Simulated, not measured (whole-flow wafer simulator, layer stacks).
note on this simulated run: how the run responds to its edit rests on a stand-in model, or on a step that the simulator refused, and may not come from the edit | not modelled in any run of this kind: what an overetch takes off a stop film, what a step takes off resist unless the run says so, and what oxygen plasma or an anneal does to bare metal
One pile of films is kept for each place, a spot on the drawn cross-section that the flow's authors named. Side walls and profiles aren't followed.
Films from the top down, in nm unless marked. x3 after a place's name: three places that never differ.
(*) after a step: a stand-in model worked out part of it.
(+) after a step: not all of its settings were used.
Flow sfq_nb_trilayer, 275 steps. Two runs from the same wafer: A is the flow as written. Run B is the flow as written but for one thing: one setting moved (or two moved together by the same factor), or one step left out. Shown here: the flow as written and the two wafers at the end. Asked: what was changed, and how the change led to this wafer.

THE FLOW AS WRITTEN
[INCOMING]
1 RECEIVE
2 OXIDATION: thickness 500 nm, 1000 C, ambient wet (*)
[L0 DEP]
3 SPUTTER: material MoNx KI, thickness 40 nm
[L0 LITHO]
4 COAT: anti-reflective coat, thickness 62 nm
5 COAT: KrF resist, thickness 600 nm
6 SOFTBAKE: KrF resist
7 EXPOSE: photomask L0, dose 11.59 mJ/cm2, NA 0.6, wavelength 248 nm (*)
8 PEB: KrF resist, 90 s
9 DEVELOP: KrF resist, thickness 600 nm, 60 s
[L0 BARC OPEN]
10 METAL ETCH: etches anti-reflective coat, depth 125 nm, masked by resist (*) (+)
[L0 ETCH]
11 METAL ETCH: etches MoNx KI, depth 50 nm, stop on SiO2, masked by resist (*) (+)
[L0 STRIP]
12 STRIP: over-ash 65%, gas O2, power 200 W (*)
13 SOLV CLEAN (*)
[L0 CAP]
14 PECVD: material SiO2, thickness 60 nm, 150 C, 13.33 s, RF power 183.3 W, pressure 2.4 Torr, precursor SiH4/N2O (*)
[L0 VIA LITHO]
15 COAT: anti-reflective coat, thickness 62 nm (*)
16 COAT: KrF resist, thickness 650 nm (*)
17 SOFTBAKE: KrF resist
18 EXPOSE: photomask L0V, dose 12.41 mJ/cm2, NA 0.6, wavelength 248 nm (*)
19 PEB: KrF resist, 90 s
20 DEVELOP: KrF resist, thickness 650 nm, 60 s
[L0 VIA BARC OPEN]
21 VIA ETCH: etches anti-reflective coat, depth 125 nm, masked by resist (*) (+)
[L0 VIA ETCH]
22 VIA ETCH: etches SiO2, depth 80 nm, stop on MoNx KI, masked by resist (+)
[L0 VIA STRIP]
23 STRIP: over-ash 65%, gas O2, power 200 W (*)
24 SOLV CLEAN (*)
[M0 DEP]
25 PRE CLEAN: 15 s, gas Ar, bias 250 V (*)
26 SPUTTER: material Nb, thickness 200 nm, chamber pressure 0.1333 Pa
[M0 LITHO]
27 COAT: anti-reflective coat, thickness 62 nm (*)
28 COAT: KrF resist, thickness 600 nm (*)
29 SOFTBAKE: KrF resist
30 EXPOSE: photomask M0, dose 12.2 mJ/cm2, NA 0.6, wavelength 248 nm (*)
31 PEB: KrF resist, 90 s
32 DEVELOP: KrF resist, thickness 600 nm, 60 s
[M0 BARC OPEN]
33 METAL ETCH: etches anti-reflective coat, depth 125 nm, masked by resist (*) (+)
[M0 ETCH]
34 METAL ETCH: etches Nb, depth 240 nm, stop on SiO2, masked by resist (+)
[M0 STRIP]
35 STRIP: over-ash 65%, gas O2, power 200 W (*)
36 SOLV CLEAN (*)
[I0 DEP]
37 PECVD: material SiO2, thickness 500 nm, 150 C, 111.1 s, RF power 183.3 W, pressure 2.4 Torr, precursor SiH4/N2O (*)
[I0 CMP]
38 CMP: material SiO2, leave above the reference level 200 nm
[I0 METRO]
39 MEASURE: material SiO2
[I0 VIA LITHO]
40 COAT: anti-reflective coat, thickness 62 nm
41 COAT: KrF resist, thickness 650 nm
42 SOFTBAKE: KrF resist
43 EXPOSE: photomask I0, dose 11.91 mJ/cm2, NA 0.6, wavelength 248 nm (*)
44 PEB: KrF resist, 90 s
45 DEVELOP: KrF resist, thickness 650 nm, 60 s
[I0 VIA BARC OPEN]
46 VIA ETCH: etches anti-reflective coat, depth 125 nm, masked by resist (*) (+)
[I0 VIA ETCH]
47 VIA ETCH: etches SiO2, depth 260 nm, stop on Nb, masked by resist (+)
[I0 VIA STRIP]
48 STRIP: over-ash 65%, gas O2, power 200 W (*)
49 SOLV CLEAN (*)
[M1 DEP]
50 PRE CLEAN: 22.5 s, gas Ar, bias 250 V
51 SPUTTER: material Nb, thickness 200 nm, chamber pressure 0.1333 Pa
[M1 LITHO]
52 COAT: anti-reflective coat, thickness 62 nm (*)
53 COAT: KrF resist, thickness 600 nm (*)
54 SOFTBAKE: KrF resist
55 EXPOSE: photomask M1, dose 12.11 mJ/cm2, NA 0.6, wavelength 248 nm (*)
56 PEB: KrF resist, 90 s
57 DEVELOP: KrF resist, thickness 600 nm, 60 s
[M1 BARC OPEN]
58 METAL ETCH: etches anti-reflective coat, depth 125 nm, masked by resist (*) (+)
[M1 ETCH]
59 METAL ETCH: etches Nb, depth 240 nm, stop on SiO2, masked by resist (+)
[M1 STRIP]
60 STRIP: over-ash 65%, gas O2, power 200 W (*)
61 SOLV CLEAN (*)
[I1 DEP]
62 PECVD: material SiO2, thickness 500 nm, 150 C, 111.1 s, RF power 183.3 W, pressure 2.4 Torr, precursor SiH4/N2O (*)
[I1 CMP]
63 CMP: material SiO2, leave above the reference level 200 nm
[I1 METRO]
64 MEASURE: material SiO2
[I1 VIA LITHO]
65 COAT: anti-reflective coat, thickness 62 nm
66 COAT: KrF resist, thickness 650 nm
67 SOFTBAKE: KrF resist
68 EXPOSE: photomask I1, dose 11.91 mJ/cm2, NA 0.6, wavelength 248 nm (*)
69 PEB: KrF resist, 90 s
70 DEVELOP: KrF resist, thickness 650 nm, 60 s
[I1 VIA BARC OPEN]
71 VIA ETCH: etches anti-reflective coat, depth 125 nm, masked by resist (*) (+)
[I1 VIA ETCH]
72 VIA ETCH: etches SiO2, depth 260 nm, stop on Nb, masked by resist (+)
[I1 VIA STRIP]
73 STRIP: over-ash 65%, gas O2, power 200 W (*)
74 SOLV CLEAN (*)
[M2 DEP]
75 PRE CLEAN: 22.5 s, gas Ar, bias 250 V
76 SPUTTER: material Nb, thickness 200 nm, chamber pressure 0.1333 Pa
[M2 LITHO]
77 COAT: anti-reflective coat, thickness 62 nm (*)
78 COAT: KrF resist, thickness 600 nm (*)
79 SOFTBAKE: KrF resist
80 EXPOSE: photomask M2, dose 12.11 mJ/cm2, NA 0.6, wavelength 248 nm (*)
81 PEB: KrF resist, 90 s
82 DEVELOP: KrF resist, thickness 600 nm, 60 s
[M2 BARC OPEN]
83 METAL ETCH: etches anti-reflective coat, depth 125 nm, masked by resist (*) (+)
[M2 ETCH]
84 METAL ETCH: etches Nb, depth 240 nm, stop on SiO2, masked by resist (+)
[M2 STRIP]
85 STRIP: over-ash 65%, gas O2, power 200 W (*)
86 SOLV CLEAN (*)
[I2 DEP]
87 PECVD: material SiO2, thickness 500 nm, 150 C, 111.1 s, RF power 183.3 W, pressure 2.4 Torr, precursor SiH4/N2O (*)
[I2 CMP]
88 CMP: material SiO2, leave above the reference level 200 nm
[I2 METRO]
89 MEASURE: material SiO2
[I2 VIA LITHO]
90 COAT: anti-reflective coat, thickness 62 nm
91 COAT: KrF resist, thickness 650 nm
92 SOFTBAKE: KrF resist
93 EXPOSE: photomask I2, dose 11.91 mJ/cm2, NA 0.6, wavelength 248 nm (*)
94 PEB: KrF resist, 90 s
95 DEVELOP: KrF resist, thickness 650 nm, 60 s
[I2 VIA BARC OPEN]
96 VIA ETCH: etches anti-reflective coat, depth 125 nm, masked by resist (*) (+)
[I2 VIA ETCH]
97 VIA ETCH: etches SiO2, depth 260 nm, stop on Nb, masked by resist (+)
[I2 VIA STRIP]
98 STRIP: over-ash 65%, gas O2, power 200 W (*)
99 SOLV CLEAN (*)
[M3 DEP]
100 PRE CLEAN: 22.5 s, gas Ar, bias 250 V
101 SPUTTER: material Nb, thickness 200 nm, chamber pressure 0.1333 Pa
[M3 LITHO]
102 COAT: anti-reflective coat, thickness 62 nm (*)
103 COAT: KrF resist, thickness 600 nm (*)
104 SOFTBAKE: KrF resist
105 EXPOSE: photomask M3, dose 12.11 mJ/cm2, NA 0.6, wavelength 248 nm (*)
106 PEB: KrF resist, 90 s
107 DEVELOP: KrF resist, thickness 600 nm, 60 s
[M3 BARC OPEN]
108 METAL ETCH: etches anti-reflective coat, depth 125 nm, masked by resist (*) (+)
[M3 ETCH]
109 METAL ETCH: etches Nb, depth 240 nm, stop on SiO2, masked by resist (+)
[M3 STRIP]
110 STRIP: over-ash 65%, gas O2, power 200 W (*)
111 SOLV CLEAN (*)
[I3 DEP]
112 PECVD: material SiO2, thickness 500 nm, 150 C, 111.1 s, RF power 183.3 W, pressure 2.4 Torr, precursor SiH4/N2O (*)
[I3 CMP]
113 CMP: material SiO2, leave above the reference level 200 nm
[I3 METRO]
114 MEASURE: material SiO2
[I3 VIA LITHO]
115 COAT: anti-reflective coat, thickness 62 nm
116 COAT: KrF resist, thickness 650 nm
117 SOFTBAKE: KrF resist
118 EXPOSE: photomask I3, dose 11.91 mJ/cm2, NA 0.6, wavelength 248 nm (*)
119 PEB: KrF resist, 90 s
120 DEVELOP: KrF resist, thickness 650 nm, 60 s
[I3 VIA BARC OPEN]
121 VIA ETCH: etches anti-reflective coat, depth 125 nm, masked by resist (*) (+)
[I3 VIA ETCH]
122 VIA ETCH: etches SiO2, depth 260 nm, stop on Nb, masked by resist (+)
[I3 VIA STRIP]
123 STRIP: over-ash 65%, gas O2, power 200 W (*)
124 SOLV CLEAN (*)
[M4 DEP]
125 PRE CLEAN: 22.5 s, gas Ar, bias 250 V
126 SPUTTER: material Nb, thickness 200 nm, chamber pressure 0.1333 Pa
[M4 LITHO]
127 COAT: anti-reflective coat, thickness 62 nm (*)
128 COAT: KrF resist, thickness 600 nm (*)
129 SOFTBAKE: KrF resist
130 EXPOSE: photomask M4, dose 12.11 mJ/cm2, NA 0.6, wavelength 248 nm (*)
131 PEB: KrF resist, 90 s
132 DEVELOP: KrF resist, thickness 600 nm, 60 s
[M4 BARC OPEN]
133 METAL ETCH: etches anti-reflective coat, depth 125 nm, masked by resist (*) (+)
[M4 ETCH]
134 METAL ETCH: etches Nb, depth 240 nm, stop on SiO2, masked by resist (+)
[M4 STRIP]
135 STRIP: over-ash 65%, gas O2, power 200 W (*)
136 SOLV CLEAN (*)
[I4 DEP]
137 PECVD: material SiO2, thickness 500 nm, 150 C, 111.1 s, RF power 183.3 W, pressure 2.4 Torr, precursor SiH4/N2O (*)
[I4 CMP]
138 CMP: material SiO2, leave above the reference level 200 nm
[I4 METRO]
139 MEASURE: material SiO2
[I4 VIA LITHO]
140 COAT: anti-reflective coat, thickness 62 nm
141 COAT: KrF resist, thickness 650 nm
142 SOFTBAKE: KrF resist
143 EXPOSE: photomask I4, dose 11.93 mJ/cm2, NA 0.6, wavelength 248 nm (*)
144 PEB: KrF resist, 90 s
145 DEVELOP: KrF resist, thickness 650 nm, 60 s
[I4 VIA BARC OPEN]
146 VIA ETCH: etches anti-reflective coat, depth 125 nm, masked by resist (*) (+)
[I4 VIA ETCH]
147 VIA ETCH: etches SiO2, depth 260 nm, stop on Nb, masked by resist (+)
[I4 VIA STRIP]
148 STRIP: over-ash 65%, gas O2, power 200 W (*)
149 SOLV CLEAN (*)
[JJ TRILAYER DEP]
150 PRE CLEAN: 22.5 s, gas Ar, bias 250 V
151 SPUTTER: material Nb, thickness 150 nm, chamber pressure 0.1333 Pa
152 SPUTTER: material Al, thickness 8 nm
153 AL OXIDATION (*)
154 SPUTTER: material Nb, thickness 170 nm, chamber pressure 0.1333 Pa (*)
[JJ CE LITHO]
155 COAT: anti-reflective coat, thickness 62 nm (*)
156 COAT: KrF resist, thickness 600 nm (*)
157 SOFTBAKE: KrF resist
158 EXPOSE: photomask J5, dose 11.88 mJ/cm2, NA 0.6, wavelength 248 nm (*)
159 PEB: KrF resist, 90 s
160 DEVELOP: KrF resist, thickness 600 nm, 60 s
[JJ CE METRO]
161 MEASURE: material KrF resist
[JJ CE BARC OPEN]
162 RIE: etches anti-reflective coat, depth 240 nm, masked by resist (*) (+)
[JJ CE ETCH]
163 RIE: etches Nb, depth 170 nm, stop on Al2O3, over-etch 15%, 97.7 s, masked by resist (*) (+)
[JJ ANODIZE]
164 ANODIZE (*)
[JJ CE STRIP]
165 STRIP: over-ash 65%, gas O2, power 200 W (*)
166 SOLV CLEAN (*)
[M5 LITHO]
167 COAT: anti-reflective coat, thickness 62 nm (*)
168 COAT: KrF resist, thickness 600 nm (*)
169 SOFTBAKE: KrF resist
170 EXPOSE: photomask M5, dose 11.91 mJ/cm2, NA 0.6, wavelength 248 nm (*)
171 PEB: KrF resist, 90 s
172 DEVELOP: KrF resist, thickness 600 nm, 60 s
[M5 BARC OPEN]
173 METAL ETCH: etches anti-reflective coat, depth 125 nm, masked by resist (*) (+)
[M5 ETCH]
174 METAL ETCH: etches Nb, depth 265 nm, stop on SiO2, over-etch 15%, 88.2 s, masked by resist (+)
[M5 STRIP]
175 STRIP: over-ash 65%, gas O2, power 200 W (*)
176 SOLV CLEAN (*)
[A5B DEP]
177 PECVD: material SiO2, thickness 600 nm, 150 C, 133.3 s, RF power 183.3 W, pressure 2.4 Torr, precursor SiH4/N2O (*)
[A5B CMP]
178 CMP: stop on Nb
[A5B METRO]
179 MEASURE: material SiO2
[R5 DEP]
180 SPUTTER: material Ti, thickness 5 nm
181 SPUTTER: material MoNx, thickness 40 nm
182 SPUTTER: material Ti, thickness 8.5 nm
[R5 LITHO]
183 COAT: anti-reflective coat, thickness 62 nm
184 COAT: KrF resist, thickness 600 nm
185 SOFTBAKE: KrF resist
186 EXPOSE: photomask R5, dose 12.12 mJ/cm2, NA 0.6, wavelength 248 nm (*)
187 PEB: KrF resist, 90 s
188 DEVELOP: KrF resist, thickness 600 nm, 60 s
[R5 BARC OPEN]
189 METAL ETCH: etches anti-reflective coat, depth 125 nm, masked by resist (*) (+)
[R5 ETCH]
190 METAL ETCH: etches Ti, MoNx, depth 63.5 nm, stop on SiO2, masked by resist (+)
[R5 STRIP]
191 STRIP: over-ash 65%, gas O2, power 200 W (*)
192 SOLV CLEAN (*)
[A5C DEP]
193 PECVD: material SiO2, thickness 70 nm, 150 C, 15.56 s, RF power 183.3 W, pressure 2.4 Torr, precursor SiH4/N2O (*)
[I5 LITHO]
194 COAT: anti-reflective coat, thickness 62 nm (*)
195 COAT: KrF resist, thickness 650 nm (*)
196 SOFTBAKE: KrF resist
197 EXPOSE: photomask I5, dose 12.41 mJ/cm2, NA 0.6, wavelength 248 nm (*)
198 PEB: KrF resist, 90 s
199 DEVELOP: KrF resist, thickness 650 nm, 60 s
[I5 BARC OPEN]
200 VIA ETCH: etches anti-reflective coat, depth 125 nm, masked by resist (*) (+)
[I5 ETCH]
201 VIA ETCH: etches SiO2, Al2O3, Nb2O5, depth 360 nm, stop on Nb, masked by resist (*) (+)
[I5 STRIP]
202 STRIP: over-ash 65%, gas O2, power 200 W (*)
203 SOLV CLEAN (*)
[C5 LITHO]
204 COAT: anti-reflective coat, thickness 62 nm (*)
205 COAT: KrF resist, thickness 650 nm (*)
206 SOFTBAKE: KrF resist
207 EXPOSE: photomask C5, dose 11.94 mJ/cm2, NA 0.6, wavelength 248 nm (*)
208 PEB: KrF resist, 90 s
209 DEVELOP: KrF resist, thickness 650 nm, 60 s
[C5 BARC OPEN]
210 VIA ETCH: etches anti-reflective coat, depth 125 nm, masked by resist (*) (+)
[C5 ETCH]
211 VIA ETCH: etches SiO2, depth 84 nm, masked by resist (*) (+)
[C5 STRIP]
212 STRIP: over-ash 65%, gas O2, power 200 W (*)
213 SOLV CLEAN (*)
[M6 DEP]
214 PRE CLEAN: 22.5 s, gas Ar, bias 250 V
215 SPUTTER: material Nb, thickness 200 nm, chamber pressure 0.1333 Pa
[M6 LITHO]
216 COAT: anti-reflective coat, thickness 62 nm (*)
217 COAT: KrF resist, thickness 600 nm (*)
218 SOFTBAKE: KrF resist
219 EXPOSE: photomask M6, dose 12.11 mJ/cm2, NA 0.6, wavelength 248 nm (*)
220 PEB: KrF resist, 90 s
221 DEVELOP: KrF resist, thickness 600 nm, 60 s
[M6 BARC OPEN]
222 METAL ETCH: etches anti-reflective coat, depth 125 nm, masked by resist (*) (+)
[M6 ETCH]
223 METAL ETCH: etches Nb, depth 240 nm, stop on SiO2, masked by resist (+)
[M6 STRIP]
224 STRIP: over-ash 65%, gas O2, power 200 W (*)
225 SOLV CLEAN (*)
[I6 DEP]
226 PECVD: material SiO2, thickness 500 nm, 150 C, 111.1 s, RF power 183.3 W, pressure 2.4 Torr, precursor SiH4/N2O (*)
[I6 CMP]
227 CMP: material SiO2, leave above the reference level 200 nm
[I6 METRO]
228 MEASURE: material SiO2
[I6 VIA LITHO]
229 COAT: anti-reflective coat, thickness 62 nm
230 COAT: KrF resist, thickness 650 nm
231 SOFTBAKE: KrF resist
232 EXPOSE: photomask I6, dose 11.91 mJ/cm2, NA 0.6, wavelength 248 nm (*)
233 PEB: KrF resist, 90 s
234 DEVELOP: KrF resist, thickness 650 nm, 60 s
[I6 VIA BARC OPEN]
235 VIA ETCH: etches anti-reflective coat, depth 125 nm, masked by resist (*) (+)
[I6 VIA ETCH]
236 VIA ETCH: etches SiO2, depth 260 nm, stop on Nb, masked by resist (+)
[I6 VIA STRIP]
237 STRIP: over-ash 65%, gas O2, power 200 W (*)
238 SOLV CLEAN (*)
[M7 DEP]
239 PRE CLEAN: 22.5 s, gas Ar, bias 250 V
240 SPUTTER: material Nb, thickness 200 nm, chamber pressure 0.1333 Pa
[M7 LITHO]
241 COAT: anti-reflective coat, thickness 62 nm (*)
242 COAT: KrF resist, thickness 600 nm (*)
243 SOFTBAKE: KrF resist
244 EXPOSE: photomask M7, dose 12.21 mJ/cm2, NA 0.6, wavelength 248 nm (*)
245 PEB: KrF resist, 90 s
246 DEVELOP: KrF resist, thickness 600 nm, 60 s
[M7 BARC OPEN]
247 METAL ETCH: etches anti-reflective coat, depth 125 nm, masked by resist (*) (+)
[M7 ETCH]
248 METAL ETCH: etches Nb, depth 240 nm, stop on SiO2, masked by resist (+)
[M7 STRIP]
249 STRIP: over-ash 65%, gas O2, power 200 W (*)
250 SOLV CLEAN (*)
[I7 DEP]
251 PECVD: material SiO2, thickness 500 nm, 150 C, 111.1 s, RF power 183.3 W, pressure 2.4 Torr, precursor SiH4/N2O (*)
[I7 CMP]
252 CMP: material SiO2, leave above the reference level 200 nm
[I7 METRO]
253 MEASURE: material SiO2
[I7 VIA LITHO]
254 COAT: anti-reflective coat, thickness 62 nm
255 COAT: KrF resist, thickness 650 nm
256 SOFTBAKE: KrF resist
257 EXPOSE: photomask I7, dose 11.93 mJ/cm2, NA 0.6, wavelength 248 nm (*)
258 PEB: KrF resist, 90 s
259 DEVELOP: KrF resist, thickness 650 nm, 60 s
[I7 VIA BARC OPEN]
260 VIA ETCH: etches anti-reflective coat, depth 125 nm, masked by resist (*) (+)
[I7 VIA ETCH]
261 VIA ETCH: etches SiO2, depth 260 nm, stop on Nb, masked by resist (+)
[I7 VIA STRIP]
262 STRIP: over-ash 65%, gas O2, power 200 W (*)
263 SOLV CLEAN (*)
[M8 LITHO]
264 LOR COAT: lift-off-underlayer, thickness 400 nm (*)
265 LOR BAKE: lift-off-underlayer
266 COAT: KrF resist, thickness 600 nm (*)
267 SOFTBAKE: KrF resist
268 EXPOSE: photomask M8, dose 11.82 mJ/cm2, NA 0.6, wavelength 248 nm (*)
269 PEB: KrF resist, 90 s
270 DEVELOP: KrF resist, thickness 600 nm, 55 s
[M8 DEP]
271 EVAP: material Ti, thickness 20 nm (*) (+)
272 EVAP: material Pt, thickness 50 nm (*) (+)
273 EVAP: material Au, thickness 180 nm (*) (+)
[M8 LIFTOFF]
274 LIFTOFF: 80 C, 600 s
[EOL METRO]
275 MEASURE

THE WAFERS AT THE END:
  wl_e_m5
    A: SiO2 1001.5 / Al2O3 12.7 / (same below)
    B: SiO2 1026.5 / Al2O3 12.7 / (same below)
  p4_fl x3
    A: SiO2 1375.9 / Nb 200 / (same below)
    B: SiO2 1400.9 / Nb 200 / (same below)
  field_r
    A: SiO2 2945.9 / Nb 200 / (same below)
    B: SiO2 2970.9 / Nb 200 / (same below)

The cause: step 215, SPUTTER: thickness 225 nm was run, where the flow has thickness 200 nm.

How the change led to this, step by step:
  215 SPUTTER: material Nb, thickness 200 nm, chamber pressure 0.1333 Pa
      field_l, v_sur, via_wl and 100 more: A Nb +200 (new film) | B Nb +225 (new film)
      be: A Nb +147.3 | B Nb +165.5
      (and at 2 more places)
  223 METAL ETCH: etches Nb, depth 240 nm, stop on SiO2, masked by resist (+)
      field_l, gap, moat and 76 more: A Nb -200 (all of it) | B Nb -225 (all of it)
  226 PECVD: material SiO2, thickness 500 nm, 150 C, 111.1 s, RF power 183.3 W, pressure 2.4 Torr, precursor SiH4/N2O (*)
      gap, wl_a_sl, m6r_space_l x2: A SiO2 +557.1 | B SiO2 +582.1
  227 CMP: material SiO2, leave above the reference level 200 nm
      field_l, p4_fl x3, p4_w1 x9 and 49 more: A SiO2 -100 | B SiO2 -75
      moat, field_r, lsp_l, ln_m5, lsp_m: A SiO2 -93.6 | B SiO2 -67.8
      (and at 8 more places)
